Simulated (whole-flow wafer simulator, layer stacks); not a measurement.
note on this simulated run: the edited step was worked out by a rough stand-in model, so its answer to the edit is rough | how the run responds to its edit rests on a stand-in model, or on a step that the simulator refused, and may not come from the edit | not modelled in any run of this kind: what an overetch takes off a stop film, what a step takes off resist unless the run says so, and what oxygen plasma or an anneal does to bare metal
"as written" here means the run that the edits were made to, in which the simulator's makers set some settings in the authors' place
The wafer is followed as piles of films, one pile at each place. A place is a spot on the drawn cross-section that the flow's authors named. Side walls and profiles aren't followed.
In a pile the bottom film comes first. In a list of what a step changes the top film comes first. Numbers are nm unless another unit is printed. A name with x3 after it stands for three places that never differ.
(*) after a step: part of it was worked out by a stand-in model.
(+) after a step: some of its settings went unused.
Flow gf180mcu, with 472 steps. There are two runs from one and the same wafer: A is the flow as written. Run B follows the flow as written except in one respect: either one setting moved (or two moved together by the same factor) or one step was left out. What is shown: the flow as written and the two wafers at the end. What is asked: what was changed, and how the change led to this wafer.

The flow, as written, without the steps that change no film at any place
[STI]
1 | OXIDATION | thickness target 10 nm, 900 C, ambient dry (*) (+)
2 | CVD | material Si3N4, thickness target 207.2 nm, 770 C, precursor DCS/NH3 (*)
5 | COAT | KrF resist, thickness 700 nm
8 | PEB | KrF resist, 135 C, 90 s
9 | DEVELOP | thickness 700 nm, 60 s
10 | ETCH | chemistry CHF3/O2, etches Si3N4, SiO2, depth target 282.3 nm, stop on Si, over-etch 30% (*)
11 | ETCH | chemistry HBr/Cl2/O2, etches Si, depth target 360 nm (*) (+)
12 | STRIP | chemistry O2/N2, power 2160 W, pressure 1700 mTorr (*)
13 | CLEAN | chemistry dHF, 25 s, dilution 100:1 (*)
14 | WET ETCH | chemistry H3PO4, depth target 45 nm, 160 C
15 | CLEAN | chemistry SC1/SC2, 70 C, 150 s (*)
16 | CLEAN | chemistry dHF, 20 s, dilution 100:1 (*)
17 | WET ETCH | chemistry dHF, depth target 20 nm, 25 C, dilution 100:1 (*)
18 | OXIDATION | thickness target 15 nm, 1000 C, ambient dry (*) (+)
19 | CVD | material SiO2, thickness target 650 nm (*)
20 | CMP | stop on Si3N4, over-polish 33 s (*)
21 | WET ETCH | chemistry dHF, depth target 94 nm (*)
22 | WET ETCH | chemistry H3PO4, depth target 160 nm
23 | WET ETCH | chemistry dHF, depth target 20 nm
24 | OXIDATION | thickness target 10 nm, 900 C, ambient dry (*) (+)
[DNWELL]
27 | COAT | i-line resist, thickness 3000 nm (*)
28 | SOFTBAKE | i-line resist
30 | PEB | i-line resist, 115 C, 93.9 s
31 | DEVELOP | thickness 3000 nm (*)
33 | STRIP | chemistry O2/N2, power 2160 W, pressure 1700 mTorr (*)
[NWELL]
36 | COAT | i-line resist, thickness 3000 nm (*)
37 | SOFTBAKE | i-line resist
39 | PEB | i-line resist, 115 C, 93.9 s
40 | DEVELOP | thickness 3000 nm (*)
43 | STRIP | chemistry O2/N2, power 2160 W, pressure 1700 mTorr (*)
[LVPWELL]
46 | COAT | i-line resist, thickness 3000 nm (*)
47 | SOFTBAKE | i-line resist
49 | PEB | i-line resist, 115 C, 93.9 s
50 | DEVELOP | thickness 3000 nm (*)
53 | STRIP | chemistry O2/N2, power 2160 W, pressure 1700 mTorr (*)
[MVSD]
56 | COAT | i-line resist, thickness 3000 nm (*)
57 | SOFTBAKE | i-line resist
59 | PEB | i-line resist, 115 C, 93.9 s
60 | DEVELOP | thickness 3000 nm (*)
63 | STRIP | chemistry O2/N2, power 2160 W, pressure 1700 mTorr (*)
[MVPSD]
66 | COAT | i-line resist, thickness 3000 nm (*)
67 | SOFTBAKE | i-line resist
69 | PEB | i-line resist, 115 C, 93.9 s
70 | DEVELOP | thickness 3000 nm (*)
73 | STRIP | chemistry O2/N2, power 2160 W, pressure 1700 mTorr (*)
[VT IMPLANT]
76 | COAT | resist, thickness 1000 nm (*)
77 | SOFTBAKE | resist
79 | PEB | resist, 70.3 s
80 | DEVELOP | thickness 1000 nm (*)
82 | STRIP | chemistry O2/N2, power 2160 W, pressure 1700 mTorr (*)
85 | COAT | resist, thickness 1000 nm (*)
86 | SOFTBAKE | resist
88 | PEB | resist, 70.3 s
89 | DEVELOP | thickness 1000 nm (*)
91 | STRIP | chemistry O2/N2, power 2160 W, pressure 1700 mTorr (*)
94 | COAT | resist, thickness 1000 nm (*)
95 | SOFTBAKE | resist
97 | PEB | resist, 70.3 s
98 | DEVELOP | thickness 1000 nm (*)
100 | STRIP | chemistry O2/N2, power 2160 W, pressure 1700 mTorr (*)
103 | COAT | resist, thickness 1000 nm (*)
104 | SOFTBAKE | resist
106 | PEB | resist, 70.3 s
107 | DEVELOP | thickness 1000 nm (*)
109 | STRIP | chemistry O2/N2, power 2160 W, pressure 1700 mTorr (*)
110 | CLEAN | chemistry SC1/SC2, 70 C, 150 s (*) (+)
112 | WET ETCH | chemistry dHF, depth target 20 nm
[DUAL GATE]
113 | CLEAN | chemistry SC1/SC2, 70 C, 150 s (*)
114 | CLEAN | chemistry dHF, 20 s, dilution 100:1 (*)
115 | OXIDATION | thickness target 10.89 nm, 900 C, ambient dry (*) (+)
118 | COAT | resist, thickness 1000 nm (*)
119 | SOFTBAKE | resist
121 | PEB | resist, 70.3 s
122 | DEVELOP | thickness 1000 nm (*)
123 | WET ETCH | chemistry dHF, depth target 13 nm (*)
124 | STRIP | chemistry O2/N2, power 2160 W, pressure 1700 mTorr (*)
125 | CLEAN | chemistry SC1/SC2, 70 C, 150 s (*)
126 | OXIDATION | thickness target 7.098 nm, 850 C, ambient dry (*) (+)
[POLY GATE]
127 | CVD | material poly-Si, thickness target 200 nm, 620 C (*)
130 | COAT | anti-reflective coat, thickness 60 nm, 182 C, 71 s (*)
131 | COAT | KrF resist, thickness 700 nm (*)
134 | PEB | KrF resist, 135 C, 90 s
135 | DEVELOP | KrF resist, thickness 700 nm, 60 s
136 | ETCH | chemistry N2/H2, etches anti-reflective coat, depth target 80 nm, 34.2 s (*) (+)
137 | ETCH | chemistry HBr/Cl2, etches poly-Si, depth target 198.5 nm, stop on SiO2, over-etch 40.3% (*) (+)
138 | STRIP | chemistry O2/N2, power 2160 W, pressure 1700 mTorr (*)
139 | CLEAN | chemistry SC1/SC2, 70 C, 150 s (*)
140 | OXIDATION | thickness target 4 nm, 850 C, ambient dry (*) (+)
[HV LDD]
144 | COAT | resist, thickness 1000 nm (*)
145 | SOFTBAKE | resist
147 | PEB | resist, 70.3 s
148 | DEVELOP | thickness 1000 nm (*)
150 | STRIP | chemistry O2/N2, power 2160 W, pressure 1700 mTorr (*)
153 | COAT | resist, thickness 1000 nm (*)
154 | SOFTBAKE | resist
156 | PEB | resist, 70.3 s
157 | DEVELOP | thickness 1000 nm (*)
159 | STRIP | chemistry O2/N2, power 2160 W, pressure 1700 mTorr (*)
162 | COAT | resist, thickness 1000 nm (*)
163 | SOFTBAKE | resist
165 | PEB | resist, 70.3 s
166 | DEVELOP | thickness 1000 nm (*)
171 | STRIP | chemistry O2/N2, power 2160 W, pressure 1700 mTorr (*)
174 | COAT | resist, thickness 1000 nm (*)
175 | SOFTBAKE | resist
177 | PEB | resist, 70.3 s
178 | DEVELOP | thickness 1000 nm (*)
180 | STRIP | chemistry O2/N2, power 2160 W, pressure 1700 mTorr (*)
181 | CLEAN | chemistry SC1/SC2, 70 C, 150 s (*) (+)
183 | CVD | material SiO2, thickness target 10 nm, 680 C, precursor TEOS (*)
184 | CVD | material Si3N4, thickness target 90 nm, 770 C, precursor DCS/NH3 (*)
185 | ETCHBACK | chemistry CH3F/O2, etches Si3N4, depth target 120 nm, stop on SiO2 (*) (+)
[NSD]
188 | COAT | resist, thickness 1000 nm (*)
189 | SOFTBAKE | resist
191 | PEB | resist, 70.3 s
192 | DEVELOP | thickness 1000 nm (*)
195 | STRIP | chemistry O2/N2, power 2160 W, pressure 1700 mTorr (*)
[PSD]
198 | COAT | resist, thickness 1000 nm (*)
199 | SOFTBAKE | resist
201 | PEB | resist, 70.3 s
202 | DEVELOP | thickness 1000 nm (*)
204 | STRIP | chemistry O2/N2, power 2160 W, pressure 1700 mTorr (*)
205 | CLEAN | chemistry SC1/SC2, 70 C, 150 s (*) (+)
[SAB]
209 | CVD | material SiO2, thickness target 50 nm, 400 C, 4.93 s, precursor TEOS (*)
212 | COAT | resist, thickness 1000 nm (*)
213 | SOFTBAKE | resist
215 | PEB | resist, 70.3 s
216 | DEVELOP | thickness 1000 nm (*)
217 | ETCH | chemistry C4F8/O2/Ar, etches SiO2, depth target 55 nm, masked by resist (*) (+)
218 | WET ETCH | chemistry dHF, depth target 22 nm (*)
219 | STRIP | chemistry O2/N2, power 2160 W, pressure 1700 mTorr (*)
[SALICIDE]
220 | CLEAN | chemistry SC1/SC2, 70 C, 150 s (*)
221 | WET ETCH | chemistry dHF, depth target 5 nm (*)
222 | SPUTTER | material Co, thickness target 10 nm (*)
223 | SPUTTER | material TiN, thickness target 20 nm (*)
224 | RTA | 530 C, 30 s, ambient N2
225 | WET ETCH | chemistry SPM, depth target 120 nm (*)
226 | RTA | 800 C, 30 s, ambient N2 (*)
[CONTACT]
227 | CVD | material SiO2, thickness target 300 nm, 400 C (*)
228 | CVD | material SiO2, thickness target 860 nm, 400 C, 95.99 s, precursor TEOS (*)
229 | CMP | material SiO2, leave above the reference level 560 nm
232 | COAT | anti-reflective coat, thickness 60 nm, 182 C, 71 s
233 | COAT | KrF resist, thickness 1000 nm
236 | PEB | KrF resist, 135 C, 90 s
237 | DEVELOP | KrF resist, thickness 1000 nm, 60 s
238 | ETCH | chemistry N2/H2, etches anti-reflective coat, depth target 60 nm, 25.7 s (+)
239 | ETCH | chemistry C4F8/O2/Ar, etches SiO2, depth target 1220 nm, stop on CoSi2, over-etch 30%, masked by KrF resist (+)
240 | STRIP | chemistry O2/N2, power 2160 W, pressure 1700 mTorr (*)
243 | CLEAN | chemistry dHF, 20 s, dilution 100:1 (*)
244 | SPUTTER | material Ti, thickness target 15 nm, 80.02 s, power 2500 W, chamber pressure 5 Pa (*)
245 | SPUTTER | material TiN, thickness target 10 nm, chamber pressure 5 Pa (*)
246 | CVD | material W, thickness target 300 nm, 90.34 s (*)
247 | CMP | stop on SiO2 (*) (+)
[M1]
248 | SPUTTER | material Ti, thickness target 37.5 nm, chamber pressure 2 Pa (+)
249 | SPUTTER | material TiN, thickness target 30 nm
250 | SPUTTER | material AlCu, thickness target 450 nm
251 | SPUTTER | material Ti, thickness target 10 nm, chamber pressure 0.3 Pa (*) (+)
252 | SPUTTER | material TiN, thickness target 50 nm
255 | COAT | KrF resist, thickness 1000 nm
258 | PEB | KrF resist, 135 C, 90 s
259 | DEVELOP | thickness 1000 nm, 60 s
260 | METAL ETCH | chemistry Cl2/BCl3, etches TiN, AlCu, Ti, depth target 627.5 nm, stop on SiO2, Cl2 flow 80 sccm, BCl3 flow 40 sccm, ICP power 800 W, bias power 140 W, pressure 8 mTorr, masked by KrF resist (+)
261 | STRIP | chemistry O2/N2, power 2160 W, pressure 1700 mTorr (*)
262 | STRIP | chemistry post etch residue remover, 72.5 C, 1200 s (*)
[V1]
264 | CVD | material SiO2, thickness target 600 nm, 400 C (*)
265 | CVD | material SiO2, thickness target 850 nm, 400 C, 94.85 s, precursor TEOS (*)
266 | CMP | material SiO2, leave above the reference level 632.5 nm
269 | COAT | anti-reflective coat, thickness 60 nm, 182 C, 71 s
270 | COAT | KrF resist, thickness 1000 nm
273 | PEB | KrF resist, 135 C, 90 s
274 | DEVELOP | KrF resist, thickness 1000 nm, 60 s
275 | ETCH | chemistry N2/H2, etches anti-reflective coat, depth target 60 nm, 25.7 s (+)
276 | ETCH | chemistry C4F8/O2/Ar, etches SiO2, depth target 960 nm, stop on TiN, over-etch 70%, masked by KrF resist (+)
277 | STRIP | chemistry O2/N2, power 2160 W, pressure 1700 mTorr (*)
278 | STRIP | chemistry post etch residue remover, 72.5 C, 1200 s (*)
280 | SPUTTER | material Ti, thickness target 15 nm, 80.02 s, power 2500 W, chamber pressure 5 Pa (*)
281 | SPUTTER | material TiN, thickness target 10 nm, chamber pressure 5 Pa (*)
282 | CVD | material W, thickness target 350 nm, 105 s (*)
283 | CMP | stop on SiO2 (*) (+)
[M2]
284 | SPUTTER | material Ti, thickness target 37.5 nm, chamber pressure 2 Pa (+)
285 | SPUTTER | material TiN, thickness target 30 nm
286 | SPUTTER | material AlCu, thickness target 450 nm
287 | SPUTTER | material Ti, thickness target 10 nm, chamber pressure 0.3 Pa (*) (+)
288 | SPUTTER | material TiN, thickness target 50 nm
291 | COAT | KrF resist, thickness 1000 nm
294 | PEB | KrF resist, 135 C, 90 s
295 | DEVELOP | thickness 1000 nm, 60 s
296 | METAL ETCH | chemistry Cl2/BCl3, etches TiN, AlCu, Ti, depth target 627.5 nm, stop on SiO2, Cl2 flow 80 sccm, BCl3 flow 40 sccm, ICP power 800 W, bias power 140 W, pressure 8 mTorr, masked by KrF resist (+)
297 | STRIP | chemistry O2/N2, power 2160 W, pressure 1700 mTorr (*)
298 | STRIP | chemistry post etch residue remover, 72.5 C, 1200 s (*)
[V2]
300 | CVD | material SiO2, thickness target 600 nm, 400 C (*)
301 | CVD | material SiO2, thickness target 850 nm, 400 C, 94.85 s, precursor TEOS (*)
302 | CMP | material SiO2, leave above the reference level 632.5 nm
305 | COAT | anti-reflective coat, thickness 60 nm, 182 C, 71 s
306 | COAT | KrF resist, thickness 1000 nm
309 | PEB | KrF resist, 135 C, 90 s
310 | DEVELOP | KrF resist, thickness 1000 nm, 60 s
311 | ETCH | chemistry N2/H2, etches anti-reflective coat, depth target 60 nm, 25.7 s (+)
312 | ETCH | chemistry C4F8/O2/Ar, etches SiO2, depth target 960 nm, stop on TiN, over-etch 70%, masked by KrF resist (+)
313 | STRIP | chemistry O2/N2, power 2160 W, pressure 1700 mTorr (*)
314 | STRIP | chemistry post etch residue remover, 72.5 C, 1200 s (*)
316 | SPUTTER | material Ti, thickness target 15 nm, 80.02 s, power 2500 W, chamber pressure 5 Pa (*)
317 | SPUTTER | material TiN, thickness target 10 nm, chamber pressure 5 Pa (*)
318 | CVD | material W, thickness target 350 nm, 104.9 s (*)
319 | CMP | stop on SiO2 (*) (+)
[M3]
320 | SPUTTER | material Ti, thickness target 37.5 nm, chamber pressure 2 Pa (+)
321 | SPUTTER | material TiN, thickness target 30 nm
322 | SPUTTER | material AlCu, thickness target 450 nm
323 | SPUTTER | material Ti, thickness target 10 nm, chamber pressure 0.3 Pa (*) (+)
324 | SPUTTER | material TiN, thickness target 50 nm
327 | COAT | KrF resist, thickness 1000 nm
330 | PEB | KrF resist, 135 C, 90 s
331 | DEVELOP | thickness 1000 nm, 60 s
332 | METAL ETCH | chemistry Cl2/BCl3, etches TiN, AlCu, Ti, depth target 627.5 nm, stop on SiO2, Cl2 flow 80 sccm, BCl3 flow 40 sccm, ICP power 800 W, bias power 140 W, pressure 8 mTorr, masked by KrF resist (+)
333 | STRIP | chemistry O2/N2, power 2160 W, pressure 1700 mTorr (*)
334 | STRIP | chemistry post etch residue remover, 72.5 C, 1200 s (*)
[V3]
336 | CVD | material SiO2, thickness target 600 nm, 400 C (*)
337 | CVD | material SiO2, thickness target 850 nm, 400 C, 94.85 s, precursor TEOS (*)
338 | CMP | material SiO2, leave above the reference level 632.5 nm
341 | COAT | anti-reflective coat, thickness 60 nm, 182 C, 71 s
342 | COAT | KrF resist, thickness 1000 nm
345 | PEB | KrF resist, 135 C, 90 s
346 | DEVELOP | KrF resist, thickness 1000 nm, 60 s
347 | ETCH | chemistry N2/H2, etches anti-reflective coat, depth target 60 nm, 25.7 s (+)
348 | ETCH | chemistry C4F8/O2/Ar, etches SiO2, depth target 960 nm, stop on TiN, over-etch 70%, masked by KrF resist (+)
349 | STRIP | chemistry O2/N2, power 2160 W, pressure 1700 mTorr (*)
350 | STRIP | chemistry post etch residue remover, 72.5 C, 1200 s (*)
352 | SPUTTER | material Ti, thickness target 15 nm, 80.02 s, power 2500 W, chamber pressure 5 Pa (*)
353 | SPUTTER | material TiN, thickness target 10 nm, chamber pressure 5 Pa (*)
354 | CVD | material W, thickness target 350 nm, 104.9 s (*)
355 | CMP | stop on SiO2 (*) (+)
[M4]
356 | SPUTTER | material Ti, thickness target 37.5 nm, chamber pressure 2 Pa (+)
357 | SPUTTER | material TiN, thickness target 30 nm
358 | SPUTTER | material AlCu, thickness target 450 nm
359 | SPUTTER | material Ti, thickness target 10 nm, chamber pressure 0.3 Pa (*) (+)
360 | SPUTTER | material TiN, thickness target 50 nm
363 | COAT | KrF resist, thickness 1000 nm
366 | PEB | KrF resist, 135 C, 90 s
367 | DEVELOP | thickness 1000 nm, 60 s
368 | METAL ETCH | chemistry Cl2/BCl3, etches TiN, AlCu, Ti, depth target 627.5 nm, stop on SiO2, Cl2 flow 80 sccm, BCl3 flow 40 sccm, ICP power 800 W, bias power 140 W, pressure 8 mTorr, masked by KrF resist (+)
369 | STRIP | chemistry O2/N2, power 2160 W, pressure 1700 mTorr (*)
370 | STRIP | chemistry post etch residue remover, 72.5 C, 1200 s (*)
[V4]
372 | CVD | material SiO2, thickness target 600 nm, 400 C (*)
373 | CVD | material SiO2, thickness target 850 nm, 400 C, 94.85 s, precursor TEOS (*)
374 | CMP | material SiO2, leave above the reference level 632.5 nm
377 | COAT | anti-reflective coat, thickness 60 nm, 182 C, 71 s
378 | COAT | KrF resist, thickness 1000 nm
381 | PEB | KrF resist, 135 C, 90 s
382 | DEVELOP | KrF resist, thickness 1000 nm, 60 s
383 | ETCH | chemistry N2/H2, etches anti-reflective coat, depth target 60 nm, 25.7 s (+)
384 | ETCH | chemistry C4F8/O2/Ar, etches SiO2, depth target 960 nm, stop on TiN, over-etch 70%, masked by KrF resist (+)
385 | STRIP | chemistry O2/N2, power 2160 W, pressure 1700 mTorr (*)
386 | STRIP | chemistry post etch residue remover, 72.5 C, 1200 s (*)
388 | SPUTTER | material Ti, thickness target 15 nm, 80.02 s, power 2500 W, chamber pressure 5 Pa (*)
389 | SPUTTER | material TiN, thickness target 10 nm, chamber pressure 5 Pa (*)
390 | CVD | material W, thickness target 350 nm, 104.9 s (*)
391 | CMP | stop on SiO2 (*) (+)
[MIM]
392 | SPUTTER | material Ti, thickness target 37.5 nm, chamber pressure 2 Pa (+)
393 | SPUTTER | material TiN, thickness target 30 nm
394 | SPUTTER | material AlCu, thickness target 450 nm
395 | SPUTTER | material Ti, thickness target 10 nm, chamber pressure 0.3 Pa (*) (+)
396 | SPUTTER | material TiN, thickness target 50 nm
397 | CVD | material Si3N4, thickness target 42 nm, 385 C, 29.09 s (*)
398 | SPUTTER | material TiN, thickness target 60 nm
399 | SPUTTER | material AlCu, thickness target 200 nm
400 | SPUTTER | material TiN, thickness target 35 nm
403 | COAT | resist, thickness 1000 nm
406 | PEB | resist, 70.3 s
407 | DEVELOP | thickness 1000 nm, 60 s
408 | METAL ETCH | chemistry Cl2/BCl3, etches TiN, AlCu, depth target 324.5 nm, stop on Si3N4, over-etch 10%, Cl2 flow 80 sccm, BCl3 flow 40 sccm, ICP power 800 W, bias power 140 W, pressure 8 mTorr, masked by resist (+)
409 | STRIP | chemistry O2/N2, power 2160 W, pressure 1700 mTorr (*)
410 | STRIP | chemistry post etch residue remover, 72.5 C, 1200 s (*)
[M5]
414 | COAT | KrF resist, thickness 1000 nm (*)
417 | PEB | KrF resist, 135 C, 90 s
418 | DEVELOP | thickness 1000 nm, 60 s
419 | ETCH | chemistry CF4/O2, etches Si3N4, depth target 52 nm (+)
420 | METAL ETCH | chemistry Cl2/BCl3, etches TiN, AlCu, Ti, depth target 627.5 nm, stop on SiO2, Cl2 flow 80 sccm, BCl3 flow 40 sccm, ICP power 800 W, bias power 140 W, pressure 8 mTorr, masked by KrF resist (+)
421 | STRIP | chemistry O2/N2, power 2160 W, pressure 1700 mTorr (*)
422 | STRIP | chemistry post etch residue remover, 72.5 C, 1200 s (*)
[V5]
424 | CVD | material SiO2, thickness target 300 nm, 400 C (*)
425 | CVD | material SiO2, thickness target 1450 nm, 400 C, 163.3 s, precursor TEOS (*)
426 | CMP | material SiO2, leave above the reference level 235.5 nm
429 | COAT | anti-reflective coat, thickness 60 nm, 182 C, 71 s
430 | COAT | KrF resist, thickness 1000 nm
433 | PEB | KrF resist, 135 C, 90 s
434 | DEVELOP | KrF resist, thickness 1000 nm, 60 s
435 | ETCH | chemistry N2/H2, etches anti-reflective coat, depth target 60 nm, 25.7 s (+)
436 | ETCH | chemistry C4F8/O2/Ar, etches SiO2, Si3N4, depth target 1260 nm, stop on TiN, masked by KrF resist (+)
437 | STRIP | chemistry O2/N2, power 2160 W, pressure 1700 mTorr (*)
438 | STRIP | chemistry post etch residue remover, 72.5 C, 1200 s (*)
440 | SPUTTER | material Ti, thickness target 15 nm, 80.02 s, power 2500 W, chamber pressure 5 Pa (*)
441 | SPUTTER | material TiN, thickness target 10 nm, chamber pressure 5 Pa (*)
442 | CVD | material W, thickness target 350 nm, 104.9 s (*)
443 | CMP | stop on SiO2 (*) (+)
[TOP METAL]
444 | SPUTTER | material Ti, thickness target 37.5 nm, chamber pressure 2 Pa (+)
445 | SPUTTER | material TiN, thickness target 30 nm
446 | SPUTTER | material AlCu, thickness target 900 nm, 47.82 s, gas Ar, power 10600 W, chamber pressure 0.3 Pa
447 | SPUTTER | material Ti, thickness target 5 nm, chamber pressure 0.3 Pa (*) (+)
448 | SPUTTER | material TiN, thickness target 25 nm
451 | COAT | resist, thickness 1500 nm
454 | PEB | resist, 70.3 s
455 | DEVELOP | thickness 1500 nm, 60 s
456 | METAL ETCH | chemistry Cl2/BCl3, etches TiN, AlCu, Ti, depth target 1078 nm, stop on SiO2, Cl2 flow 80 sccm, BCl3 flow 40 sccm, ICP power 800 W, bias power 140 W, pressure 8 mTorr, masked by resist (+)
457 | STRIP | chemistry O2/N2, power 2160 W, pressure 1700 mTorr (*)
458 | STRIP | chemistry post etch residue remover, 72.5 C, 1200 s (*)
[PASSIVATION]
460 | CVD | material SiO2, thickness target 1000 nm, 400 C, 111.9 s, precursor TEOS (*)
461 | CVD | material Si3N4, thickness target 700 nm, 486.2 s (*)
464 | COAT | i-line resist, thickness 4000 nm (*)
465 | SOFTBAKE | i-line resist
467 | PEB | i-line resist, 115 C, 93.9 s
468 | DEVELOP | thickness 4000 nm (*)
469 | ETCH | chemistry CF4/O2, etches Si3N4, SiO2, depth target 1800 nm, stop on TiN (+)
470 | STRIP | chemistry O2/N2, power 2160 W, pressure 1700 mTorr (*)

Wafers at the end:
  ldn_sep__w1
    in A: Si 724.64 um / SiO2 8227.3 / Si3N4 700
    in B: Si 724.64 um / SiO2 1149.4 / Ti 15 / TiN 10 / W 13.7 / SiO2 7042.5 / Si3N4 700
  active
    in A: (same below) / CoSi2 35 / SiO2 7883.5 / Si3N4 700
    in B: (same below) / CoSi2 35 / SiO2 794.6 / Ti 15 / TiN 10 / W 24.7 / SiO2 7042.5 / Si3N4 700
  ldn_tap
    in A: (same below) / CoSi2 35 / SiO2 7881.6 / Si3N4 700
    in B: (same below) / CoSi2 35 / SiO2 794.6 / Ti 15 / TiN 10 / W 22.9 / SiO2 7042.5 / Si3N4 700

The reason: step 228, CVD: thickness target 490 nm was run, though the flow has thickness target 860 nm; step 228, CVD: 54.72 s was run, where the flow has 95.99 s.

The path from the change to this, step by step:
  228 | CVD | material SiO2, thickness target 860 nm, 400 C, 95.99 s, precursor TEOS (*)
      field, field__w7, field__w8 and 70 more: A +860 SiO2 | B +498.1 SiO2
      field__w3, field__w12: A +807.3 SiO2 | B +471.2 SiO2
      (and at 36 other places as well)
  229 | CMP | material SiO2, leave above the reference level 560 nm
      ldn_sep__w1, ldn_sep__w2, ldn_dft and 8 more: A -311 SiO2 | B nothing
      active, p_well, sd_n, iso_ptap_pw, iso_ntap_nw, iso_ptap_sub, vpnp_e: A -299.9 SiO2 | B nothing
      (and at 93 other places as well)
  232 | COAT | anti-reflective coat, thickness 60 nm, 182 C, 71 s
      sti, mim_1p0, pad, dice_street: A +60 anti-reflective coat (new film) | B +56.5 anti-reflective coat (new film)
      field__w8, ld_drift_n: A +60 anti-reflective coat (new film) | B +82.6 anti-reflective coat (new film)
      (and at 98 other places as well)
  233 | COAT | KrF resist, thickness 1000 nm
      p_well, sti, sd_n, mim_1p0, pad, dice_street: A +1000 KrF resist (new film) | B +1023.7 KrF resist (new film)
      field: A +1000 KrF resist (new film) | B +1020.5 KrF resist (new film)
      (and at 16 other places as well)
  237 | DEVELOP | KrF resist, thickness 1000 nm, 60 s
      polyc_n: A -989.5 KrF resist (all of it) | B -962 KrF resist (all of it)
      polyc_p: A -989.5 KrF resist (all of it) | B -962.3 KrF resist (all of it)
  238 | ETCH | chemistry N2/H2, etches anti-reflective coat, depth target 60 nm, 25.7 s (+)
      polyc_n, polyc_p: A -60 anti-reflective coat (all of it), -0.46 SiO2 | B -19.2 anti-reflective coat (all of it), -1.51 SiO2
      contact: A -60 anti-reflective coat (all of it), -0.46 SiO2 | B -74.6 anti-reflective coat (all of it), -0.09 SiO2
  239 | ETCH | chemistry C4F8/O2/Ar, etches SiO2, depth target 1220 nm, stop on CoSi2, over-etch 30%, masked by KrF resist (+)
      field, field__w1, field__w2 and 105 more: A -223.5 KrF resist | B -205.1 KrF resist
      contact: A -859.5 SiO2 (all of it) | B -788.8 SiO2 (all of it)
  240 | STRIP | chemistry O2/N2, power 2160 W, pressure 1700 mTorr (*)
      sti, mim_1p0, pad, dice_street: A -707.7 KrF resist (all of it), -60 anti-reflective coat (all of it) | B -749.5 KrF resist (all of it), -56.5 anti-reflective coat (all of it)
      p_well, sd_n: A -707.7 KrF resist (all of it), -60 anti-reflective coat (all of it) | B -749.5 KrF resist (all of it), -53.3 anti-reflective coat (all of it)
      (and at 102 other places as well)
  244 | SPUTTER | material Ti, thickness target 15 nm, 80.02 s, power 2500 W, chamber pressure 5 Pa (*)
      field__w3, ld_drift_n: A +15 Ti (new film) | B +14.3 Ti (new film)
      field__w12: A +15 Ti (new film) | B +14.1 Ti (new film)
      (and at 1 other place as well)
  245 | SPUTTER | material TiN, thickness target 10 nm, chamber pressure 5 Pa (*)
      field__w12: A +10 TiN (new film) | B +9.39 TiN (new film)
      ld_drift_p: A +10 TiN (new film) | B +9.24 TiN (new film)
  246 | CVD | material W, thickness target 300 nm, 90.34 s (*)
      contact: A +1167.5 W (new film) | B +1088.5 W (new film)
  247 | CMP | stop on SiO2 (*) (+)
      gate, gate_hv, spacer and 25 more: A -300 W (all of it), -10 TiN (all of it), -15 Ti (all of it), -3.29 SiO2 | B -300 W (all of it), -10 TiN (all of it), -15 Ti (all of it)
      ldn_sep__w1, ldn_sep__w2, ldn_dft and 8 more: A -300 W (all of it), -10 TiN (all of it), -15 Ti (all of it), -3.29 SiO2 | B -274.1 W
      (and at 70 other places as well)
  248 | SPUTTER | material Ti, thickness target 37.5 nm, chamber pressure 2 Pa (+)
      field__w5, field__w9, n_well, nw_enc_fld_lv__w1, nw_enc_fld_lv__w4: A +37.5 Ti (new film) | B +37.5 Ti
  260 | METAL ETCH | chemistry Cl2/BCl3, etches TiN, AlCu, Ti, depth target 627.5 nm, stop on SiO2, Cl2 flow 80 sccm, BCl3 flow 40 sccm, ICP power 800 W, bias power 140 W, pressure 8 mTorr, masked by KrF resist (+)
      field, field__w1, field__w2 and 65 more: A -50 TiN (all of it), -10 Ti (all of it), -450 AlCu (all of it), -30 TiN (all of it), -37.5 Ti (all of it) | B -50 TiN (all of it), -10 Ti (all of it), -450 AlCu (all of it), -30 TiN (all of it), -37.5 Ti (all of it), -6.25 W
      field__w13: A -50 TiN (all of it), -10 Ti (all of it), -450 AlCu (all of it), -30 TiN (all of it), -37.5 Ti (all of it) | B -50 TiN (all of it), -10 Ti (all of it), -450 AlCu (all of it), -30 TiN (all of it), -37.5 Ti (all of it), -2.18 W (all of it), -10 TiN (all of it), -15 Ti (all of it), -1.52 SiO2
      (and at 7 other places as well)
  262 | STRIP | chemistry post etch residue remover, 72.5 C, 1200 s (*)
      field, field__w1, field__w2 and 65 more: A nothing | B -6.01 W
  264 | CVD | material SiO2, thickness target 600 nm, 400 C (*)
      field, field__w1, field__w2 and 65 more: A +600 SiO2 | B +600 SiO2 (new film)
  266 | CMP | material SiO2, leave above the reference level 632.5 nm
      field, field__w1, field__w2 and 65 more: A -300 SiO2 | B -287.7 SiO2
      nw_enc_fld_lv__w1, nw_enc_fld_lv__w4: A -300 SiO2 | B -285.1 SiO2
      (and at 6 other places as well)
If metal films that touch count as one body, ldn_sep__w1 has 1 body; the flow as written gives 0 bodies.
If metal films that touch count as one body, active has 2 bodies (between them, from the top down: SiO2 794.6); the flow as written gives 1 body.
If metal films that touch count as one body, ldn_tap has 2 bodies (between them, from the top down: SiO2 794.6); the flow as written gives 1 body.
